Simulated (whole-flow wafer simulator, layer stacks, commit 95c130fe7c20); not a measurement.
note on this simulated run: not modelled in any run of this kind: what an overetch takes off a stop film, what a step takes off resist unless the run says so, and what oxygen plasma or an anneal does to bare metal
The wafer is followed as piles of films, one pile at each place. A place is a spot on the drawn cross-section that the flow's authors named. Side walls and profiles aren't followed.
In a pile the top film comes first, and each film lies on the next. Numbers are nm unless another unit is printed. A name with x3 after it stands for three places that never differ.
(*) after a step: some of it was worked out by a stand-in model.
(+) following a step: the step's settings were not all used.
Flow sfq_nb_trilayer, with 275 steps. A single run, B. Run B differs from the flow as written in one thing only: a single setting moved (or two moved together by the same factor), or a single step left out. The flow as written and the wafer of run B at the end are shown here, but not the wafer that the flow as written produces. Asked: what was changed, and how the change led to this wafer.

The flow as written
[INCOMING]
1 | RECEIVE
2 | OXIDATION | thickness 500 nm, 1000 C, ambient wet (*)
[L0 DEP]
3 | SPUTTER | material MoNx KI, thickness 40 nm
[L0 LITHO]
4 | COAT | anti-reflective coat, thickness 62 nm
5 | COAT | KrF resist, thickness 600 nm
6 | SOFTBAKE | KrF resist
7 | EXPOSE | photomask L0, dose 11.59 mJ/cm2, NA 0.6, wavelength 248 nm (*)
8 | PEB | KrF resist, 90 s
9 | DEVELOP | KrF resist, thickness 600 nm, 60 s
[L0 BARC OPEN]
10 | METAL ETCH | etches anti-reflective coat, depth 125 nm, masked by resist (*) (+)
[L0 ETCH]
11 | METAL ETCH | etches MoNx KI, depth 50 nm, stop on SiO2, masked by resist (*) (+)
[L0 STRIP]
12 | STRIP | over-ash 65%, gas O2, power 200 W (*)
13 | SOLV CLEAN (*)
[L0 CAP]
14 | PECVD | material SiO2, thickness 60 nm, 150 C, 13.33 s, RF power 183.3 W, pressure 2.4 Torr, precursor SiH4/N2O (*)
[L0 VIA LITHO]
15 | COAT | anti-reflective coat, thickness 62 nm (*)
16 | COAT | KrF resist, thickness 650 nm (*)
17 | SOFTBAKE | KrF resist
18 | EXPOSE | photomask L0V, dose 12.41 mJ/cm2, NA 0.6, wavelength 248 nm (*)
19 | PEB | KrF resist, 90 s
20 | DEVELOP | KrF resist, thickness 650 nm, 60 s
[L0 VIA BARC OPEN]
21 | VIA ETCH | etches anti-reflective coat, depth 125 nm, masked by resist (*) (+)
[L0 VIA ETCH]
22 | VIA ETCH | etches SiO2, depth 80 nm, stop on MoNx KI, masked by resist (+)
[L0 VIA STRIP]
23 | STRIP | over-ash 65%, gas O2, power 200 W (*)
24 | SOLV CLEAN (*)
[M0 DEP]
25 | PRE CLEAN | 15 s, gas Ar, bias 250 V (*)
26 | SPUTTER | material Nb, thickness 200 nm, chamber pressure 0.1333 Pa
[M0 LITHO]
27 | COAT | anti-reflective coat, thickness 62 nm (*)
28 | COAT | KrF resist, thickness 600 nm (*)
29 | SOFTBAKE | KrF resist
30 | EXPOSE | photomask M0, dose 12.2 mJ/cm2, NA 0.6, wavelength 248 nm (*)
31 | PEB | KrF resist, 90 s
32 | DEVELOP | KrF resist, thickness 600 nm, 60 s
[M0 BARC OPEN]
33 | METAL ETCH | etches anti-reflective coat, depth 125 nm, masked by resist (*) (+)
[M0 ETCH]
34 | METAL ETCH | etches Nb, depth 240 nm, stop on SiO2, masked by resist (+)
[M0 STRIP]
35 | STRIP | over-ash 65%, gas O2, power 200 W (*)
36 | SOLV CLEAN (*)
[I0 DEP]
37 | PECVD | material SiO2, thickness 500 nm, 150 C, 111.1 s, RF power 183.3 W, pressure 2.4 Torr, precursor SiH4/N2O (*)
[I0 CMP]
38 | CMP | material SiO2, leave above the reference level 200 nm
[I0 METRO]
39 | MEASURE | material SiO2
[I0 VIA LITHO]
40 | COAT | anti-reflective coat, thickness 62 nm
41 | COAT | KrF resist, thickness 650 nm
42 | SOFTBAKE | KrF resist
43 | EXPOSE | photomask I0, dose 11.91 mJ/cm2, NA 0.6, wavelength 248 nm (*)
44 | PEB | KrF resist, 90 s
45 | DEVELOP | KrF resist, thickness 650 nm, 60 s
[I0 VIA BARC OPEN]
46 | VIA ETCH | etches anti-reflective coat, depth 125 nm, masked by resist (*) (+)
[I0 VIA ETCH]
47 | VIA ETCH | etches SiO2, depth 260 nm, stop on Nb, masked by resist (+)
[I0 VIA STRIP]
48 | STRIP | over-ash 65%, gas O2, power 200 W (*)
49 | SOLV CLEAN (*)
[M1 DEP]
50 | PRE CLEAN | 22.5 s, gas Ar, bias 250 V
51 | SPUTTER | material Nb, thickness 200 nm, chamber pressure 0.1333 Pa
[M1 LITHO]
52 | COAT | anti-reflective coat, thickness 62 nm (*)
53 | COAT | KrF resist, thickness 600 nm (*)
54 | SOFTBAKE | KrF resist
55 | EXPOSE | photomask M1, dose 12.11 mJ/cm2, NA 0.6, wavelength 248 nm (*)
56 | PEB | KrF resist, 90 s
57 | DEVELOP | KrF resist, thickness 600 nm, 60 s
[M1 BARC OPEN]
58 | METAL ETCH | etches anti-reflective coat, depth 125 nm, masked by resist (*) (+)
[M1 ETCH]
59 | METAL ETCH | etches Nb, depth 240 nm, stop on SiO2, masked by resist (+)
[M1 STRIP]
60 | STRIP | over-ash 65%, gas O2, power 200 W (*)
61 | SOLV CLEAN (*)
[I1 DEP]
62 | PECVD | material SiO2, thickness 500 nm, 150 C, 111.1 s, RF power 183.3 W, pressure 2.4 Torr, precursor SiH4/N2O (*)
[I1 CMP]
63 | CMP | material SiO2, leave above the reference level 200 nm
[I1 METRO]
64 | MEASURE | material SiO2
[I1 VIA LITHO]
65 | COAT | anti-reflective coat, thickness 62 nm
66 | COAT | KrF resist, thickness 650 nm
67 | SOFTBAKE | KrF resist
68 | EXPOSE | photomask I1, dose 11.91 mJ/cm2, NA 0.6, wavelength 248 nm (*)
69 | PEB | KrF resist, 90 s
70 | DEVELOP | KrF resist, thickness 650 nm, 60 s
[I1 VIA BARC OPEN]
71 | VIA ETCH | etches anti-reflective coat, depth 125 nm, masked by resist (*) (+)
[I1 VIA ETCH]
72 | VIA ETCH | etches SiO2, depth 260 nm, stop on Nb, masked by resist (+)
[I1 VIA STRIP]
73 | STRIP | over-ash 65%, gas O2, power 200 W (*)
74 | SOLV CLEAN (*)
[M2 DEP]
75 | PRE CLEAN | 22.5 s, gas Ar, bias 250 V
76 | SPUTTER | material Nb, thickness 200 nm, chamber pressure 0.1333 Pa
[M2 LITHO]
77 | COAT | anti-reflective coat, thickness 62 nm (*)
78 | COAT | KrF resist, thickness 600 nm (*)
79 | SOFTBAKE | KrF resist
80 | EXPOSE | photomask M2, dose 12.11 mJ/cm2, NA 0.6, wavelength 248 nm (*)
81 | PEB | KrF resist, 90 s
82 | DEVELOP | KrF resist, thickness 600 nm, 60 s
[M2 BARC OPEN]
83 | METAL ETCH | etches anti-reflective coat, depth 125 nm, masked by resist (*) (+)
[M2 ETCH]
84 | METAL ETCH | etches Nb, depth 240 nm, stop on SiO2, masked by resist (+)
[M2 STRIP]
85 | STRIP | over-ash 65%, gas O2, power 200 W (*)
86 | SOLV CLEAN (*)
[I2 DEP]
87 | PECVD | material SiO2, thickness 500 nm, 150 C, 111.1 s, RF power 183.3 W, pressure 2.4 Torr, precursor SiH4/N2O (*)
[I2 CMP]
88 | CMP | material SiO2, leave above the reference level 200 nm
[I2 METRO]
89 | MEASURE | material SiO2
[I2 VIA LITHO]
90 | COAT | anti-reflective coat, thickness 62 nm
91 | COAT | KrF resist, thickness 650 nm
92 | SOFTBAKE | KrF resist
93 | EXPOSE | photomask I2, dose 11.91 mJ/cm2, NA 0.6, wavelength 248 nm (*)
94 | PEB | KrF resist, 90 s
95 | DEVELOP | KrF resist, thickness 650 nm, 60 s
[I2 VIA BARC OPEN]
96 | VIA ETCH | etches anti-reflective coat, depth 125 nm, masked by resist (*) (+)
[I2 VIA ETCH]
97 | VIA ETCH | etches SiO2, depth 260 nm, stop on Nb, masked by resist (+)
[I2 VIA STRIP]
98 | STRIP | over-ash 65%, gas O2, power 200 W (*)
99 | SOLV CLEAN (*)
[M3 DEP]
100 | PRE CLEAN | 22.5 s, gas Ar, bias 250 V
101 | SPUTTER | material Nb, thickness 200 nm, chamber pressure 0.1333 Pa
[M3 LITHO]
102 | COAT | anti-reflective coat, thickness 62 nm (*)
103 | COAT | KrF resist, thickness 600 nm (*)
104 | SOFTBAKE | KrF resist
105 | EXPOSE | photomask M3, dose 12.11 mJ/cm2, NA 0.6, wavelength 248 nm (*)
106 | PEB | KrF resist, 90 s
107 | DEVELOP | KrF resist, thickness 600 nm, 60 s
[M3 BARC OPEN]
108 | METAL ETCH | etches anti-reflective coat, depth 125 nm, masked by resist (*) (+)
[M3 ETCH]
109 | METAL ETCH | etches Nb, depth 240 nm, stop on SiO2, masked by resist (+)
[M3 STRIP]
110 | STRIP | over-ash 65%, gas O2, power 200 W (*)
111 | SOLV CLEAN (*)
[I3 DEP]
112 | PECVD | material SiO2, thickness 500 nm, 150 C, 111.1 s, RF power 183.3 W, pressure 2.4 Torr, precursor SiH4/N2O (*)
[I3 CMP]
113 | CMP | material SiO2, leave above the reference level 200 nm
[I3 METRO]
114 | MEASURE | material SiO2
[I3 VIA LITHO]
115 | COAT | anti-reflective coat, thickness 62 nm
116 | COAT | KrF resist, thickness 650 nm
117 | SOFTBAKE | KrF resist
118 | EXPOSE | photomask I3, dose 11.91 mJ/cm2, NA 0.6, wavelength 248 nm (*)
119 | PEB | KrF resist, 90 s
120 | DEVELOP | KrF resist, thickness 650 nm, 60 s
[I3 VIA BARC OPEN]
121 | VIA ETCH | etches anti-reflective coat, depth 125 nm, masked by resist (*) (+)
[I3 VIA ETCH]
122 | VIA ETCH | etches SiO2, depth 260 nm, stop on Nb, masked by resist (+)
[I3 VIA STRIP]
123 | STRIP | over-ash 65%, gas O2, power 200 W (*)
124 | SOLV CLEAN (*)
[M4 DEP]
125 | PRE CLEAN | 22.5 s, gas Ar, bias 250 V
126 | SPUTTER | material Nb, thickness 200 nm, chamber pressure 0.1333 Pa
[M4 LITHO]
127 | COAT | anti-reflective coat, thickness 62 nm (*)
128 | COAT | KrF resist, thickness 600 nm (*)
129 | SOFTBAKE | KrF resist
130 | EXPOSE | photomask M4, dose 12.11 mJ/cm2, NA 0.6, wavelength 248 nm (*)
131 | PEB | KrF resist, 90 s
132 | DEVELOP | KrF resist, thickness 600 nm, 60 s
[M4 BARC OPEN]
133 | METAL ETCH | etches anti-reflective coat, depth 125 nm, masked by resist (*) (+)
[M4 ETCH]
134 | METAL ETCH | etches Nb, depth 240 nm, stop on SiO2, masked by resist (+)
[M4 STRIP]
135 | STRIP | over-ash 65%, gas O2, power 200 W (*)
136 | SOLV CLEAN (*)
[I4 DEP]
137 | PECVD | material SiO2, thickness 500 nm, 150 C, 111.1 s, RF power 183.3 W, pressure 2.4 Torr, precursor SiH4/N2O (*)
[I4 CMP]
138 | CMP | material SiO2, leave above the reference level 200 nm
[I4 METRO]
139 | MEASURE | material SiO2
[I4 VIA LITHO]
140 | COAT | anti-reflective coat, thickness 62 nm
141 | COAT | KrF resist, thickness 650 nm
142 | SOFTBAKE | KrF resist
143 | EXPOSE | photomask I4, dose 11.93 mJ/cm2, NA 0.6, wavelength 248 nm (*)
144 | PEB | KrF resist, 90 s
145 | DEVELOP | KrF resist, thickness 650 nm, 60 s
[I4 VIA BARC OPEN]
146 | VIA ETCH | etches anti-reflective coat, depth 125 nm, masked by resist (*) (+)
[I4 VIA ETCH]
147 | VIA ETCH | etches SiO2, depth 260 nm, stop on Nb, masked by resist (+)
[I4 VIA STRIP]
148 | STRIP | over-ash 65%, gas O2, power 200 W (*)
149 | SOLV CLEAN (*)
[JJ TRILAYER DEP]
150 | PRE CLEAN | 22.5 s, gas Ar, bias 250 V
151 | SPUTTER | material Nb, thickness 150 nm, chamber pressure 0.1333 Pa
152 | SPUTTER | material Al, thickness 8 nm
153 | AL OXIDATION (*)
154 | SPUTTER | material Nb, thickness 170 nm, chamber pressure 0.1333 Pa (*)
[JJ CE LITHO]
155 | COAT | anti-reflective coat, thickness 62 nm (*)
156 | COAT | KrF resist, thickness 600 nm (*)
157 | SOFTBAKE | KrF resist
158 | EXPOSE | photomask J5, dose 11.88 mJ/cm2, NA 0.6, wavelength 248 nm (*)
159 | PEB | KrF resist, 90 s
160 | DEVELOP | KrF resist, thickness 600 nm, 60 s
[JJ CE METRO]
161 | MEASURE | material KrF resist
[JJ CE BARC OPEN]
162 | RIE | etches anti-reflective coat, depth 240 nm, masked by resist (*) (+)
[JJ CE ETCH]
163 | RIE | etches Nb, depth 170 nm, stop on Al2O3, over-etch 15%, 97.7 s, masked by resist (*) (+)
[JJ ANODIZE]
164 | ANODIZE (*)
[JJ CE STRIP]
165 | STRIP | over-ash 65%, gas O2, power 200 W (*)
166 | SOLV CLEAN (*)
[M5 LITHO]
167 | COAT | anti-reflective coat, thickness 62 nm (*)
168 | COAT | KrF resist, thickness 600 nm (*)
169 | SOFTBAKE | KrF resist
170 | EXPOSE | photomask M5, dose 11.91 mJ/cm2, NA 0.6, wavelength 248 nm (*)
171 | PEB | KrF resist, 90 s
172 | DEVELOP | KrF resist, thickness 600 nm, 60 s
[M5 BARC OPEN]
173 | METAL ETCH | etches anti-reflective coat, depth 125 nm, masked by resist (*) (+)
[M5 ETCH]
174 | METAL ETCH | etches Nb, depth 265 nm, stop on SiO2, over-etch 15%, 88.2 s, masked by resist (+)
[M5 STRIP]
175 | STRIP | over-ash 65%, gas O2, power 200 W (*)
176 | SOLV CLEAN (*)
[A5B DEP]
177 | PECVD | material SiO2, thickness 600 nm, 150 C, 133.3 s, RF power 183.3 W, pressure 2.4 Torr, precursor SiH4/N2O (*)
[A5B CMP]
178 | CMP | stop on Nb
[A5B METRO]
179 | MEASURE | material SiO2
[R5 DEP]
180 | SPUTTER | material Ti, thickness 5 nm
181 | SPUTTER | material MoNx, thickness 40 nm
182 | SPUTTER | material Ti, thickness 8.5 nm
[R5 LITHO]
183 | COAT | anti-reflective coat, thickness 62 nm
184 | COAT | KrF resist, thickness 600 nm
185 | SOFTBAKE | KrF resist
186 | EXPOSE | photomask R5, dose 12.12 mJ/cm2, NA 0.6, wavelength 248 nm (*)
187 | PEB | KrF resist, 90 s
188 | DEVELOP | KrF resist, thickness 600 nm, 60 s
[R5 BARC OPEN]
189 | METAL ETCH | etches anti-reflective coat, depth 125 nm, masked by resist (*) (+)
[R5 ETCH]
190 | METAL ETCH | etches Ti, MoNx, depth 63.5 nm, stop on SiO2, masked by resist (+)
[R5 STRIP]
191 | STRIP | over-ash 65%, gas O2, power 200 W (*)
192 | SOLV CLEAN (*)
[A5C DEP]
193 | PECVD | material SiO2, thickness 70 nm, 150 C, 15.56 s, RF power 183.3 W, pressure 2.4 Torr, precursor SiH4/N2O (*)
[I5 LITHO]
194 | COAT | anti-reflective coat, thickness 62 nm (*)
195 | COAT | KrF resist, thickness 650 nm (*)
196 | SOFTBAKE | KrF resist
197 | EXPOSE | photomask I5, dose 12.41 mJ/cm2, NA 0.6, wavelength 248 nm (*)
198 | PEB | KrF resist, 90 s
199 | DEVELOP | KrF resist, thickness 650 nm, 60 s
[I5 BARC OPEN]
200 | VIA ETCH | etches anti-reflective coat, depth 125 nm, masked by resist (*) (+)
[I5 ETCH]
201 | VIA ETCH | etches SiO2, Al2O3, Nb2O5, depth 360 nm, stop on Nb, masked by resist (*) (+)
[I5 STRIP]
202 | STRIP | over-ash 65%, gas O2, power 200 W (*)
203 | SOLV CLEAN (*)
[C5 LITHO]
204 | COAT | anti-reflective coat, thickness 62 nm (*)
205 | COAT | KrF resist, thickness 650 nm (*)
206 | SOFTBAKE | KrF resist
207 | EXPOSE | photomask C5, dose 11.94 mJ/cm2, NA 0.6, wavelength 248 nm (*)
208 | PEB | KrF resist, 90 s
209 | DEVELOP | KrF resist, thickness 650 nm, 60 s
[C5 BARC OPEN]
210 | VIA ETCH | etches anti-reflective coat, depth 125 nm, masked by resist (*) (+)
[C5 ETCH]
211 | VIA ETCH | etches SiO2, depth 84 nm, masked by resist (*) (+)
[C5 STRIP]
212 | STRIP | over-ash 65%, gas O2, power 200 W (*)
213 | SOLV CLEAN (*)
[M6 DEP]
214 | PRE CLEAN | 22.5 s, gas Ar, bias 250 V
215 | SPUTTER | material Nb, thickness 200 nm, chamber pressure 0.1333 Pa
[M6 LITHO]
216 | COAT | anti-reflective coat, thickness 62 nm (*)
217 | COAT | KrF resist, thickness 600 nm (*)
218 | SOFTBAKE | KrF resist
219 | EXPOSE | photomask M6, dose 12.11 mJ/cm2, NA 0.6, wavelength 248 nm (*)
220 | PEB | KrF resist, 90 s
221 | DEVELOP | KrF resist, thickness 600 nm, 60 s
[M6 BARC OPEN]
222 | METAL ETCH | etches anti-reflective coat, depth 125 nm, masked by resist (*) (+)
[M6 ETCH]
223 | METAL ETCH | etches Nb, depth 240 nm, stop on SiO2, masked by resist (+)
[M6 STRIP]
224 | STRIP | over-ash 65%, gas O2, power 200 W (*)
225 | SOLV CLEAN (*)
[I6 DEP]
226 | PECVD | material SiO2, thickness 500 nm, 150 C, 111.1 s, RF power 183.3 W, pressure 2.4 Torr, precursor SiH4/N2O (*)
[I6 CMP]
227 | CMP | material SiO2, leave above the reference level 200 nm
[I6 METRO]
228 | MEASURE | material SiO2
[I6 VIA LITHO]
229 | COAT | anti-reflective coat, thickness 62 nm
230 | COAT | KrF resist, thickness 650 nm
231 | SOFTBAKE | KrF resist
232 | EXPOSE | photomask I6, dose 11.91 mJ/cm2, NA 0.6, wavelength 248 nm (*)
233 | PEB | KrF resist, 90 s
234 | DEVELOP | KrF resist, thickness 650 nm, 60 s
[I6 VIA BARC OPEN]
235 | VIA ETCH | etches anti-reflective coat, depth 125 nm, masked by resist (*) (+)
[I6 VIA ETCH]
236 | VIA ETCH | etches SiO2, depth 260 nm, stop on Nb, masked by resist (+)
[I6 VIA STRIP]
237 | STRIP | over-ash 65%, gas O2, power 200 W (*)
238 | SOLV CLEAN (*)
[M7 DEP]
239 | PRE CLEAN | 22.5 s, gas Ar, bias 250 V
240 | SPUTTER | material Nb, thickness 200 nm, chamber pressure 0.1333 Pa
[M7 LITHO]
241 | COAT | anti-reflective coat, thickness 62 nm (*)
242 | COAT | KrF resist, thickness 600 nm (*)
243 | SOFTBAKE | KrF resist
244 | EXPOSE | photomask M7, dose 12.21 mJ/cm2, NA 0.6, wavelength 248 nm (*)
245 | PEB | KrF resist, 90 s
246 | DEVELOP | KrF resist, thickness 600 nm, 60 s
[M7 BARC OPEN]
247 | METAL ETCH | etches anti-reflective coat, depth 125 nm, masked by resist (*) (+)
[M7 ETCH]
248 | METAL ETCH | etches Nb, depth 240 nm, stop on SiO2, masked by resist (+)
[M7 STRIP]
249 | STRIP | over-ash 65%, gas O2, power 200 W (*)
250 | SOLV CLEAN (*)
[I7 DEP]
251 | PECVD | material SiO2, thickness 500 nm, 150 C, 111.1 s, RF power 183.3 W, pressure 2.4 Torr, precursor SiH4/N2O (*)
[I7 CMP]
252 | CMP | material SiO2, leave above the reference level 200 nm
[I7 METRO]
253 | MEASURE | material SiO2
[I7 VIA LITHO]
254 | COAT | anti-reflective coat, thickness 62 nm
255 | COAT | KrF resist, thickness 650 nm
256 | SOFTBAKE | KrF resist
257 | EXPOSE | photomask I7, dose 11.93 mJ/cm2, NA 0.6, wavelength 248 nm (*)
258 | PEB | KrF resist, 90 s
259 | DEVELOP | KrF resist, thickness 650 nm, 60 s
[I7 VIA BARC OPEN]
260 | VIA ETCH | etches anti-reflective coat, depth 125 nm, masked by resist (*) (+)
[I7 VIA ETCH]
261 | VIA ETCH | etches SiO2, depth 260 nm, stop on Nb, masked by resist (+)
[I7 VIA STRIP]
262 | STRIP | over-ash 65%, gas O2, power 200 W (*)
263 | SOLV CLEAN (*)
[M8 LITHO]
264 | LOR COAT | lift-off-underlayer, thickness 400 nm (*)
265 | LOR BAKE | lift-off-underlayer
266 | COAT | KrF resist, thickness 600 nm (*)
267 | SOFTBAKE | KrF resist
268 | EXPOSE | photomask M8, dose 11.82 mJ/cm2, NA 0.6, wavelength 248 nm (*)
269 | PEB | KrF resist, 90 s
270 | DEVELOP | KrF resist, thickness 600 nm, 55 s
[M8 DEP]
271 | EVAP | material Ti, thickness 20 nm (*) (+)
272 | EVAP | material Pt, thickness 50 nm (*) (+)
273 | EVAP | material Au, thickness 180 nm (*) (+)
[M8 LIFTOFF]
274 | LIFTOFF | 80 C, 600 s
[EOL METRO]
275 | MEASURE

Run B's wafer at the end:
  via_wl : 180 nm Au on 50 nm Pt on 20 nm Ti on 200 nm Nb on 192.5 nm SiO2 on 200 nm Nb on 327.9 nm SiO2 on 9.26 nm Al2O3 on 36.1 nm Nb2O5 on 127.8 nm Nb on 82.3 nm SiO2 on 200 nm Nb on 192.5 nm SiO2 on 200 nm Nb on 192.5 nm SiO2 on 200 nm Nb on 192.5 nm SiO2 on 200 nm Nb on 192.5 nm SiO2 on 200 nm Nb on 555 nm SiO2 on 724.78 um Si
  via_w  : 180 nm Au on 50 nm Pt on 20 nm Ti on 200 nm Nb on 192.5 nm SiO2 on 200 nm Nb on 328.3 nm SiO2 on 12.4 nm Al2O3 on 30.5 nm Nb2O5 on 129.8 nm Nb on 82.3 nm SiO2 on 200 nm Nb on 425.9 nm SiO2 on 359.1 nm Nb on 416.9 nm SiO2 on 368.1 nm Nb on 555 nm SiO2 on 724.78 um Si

The reason: step 147, VIA ETCH: depth 110 nm was run, though the flow has depth 260 nm.

The path from the change to this, step by step:
  147 | VIA ETCH | etches SiO2, depth 260 nm, stop on Nb, masked by resist (+)
      via_wl, via_w, via_wr: -110 SiO2 (in the flow as written it would be: -199.8 SiO2 (all of it))
      field_l, v_sur, via_sp and 100 more: -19 KrF resist (in the flow as written it would be: -44.8 KrF resist)
  148 | STRIP | over-ash 65%, gas O2, power 200 W (*)
      field_l, v_sur, via_sp and 100 more: -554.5 KrF resist (all of it), -62 anti-reflective coat (all of it) (in the flow as written it would be: -528.6 KrF resist (all of it), -62 anti-reflective coat (all of it))
  150 | PRE CLEAN | 22.5 s, gas Ar, bias 250 V
      via_wl, via_w, via_wr: -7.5 SiO2 (in the flow as written it would be: -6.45 Nb)
  151 | SPUTTER | material Nb, thickness 150 nm, chamber pressure 0.1333 Pa
      via_wl, via_w, via_wr: +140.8 Nb (new film) (in the flow as written it would be: +130.4 Nb)
  152 | SPUTTER | material Al, thickness 8 nm
      via_wl, via_wr: +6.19 Al (new film) (in the flow as written it would be: +5.14 Al (new film))
      via_w: +7.84 Al (new film) (in the flow as written it would be: +7.12 Al (new film))
  154 | SPUTTER | material Nb, thickness 170 nm, chamber pressure 0.1333 Pa (*)
      via_wl, via_wr: +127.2 Nb (new film) (in the flow as written it would be: +140.7 Nb (new film))
      via_w: +167.2 Nb (new film) (in the flow as written it would be: +141 Nb (new film))
  155 | COAT | anti-reflective coat, thickness 62 nm (*)
      via_wl, via_wr: +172 anti-reflective coat (new film) (in the flow as written it would be: +209.4 anti-reflective coat (new film))
      v_sur: +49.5 anti-reflective coat (new film) (in the flow as written it would be: +45.1 anti-reflective coat (new film))
      (as well as at 2 more places)
  156 | COAT | KrF resist, thickness 600 nm (*)
      via_wl: +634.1 KrF resist (new film) (in the flow as written it would be: +663 KrF resist (new film))
      via_w: +671.8 KrF resist (new film) (in the flow as written it would be: +763.8 KrF resist (new film))
      (as well as at 1 more place)
  160 | DEVELOP | KrF resist, thickness 600 nm, 60 s
      via_wl: -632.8 KrF resist (all of it) (in the flow as written it would be: -661.6 KrF resist (all of it))
      via_w: -670.3 KrF resist (all of it) (in the flow as written it would be: -762.1 KrF resist (all of it))
      (as well as at 1 more place)
  162 | RIE | etches anti-reflective coat, depth 240 nm, masked by resist (*) (+)
      ce_l, c5j, ce_r, wl_jj: -172 KrF resist (in the flow as written it would be: -209.4 KrF resist)
      via_wl, via_wr: -172 anti-reflective coat (all of it) (in the flow as written it would be: -209.4 anti-reflective coat (all of it))
      (as well as at 3 more places)
  163 | RIE | etches Nb, depth 170 nm, stop on Al2O3, over-etch 15%, 97.7 s, masked by resist (*) (+)
      via_w: -167.2 Nb (all of it), -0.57 Al2O3 (in the flow as written it would be: -141 Nb (all of it), -0.96 Al2O3 (all of it))
      via_wl, via_wr: -127.2 Nb (all of it), -0.96 Al2O3 (all of it) (in the flow as written it would be: -140.7 Nb (all of it), -0.96 Al2O3 (all of it))
  164 | ANODIZE (*)
      via_w: +12 Al2O3, +30.5 Nb2O5 (new film), -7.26 Al (all of it), -11 Nb (in the flow as written it would be: +10.8 Al2O3 (new film), +33.3 Nb2O5 (new film), -6.54 Al (all of it), -12 Nb)
      via_wl, via_wr: +9.26 Al2O3 (new film), +36.1 Nb2O5 (new film), -5.61 Al (all of it), -13 Nb (in the flow as written it would be: +7.52 Al2O3 (new film), +39.2 Nb2O5 (new film), -4.56 Al (all of it), -14.1 Nb)
  165 | STRIP | over-ash 65%, gas O2, power 200 W (*)
      ce_l: -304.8 KrF resist (all of it), -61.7 anti-reflective coat (all of it) (in the flow as written it would be: -266.8 KrF resist (all of it), -61.4 anti-reflective coat (all of it))
      c5j: -304.8 KrF resist (all of it), -61.7 anti-reflective coat (all of it) (in the flow as written it would be: -266.9 KrF resist (all of it), -61.5 anti-reflective coat (all of it))
      (as well as at 2 more places)
  167 | COAT | anti-reflective coat, thickness 62 nm (*)
      v_sur: +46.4 anti-reflective coat (new film) (in the flow as written it would be: +44.9 anti-reflective coat (new film))
      via_wl: +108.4 anti-reflective coat (new film) (in the flow as written it would be: +170.5 anti-reflective coat (new film))
      (as well as at 3 more places)
  168 | COAT | KrF resist, thickness 600 nm (*)
      v_sur: +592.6 KrF resist (new film) (in the flow as written it would be: +577.9 KrF resist (new film))
      via_wl: +641.6 KrF resist (new film) (in the flow as written it would be: +656 KrF resist (new film))
      (as well as at 2 more places)
  175 | STRIP | over-ash 65%, gas O2, power 200 W (*)
      v_sur: -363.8 KrF resist (all of it), -46.4 anti-reflective coat (all of it) (in the flow as written it would be: -349.2 KrF resist (all of it), -44.9 anti-reflective coat (all of it))
      via_wl: -412.7 KrF resist (all of it), -108.4 anti-reflective coat (all of it) (in the flow as written it would be: -427 KrF resist (all of it), -170.5 anti-reflective coat (all of it))
      (as well as at 3 more places)
  178 | CMP | stop on Nb
      via_wl, via_wr: -334.6 SiO2 (in the flow as written it would be: -235.7 SiO2)
      via_w: -334.2 SiO2 (in the flow as written it would be: -235.2 SiO2)
With metal films that touch counted as one body, via_wl has 8 bodies (between them, from the top down: SiO2 192.5; SiO2 327.9 / Al2O3 9.26 / Nb2O5 36.1; SiO2 82.3; SiO2 192.5; SiO2 192.5; SiO2 192.5; SiO2 192.5); the flow as written gives 7 bodies (between them, from the top down: SiO2 192.5; SiO2 426.8 / Al2O3 7.52 / Nb2O5 39.2; SiO2 192.5; SiO2 192.5; SiO2 192.5; SiO2 192.5).
With metal films that touch counted as one body, via_w has 6 bodies (between them, from the top down: SiO2 192.5; SiO2 328.3 / Al2O3 12.4 / Nb2O5 30.5; SiO2 82.3; SiO2 425.9; SiO2 416.9); the flow as written gives 5 bodies (between them, from the top down: SiO2 192.5; SiO2 427.3 / Al2O3 10.8 / Nb2O5 33.3; SiO2 425.9; SiO2 416.9).
